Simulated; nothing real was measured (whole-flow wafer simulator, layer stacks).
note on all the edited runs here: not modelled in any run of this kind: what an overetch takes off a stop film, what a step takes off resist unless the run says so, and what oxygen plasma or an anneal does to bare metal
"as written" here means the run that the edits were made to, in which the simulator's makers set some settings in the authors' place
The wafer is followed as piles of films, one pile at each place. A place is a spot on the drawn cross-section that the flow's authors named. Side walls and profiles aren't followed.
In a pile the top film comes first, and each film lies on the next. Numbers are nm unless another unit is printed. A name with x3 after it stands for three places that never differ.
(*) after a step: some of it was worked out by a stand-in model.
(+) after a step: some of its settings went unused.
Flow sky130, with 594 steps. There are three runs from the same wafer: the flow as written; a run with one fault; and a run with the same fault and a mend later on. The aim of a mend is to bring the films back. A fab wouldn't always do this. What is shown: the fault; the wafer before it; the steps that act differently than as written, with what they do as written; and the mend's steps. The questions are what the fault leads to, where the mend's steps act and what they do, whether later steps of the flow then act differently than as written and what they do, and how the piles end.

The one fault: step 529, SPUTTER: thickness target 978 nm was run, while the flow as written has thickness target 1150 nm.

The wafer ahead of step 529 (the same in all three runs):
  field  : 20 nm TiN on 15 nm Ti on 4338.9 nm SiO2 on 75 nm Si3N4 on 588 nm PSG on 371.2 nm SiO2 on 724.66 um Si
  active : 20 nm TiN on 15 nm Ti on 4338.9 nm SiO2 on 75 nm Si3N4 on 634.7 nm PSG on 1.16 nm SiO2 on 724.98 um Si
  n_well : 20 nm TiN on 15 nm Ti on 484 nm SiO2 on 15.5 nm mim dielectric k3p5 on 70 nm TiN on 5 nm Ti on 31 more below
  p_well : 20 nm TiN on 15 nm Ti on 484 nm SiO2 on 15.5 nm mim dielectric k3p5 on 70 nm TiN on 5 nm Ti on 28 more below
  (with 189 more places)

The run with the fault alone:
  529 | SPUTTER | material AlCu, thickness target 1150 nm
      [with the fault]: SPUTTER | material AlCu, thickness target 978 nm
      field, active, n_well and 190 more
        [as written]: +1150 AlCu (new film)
        [with the fault]: +978 AlCu (new film)
  Later steps of the flow acting differently than as written (5 other steps are not shown; they differ only slightly, by no more than 2% or 0.5 nm, whichever is larger):
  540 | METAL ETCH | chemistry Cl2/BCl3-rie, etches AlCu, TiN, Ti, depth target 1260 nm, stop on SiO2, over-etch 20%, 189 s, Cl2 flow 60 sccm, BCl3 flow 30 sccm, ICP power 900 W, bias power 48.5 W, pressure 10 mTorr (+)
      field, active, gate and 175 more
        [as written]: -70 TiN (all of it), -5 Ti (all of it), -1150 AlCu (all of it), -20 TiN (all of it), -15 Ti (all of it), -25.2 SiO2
        [with the fault]: -70 TiN (all of it), -5 Ti (all of it), -978 AlCu (all of it), -20 TiN (all of it), -15 Ti (all of it), -42.4 SiO2
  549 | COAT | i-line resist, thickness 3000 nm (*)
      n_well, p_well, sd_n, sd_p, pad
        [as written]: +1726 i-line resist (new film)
        [with the fault]: +1879.5 i-line resist (new film)
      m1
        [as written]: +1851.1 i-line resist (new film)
        [with the fault]: +1982.2 i-line resist (new film)
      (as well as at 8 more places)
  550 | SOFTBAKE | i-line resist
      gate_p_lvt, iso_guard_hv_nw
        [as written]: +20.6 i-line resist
        [with the fault]: +17.4 i-line resist
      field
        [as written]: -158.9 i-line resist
        [with the fault]: -143 i-line resist
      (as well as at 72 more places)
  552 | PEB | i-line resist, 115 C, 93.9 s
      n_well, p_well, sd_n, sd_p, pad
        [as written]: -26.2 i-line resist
        [with the fault]: -28.8 i-line resist
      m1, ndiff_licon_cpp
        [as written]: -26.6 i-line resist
        [with the fault]: -29.1 i-line resist
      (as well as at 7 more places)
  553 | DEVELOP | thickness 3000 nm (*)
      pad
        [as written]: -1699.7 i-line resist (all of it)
        [with the fault]: -1850.7 i-line resist (all of it)
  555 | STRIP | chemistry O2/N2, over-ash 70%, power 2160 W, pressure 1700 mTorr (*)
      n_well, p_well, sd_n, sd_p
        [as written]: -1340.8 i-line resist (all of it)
        [with the fault]: -1491.8 i-line resist (all of it)
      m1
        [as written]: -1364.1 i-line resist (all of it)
        [with the fault]: -1511.9 i-line resist (all of it)
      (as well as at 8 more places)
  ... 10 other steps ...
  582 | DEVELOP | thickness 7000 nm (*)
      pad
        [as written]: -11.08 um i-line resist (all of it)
        [with the fault]: -11.24 um i-line resist (all of it)
  At n_well, p_well, gate_hv and 102 more, the piles at the end differ from the flow's by more than 2% or 0.5 nm, whichever is larger.
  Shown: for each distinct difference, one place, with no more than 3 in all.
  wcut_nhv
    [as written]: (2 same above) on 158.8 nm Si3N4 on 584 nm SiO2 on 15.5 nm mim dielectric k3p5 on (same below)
    [with the fault]: (2 same above) on 158.8 nm Si3N4 on 566.8 nm SiO2 on 15.5 nm mim dielectric k3p5 on (same below)
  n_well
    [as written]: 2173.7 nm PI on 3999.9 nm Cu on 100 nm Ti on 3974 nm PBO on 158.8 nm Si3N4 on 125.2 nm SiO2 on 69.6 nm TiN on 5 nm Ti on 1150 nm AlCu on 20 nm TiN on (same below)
    [with the fault]: 2193.9 nm PI on 3999.9 nm Cu on 100 nm Ti on 4097.6 nm PBO on 158.8 nm Si3N4 on 125.2 nm SiO2 on 69.6 nm TiN on 5 nm Ti on 978 nm AlCu on 20 nm TiN on (same below)
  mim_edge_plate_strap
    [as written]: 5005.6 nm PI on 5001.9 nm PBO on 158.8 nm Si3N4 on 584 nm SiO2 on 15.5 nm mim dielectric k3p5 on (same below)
    [with the fault]: 5005.7 nm PI on 5001.6 nm PBO on 158.8 nm Si3N4 on 566.8 nm SiO2 on 15.5 nm mim dielectric k3p5 on (same below)

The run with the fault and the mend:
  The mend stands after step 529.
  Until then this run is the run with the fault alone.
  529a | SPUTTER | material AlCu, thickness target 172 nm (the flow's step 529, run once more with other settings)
      field, active, n_well and 190 more
        +172 AlCu
  Every later step of the flow that is run acts as written at every place that is followed.
  The piles end the same as the flow's at every place that both follow.
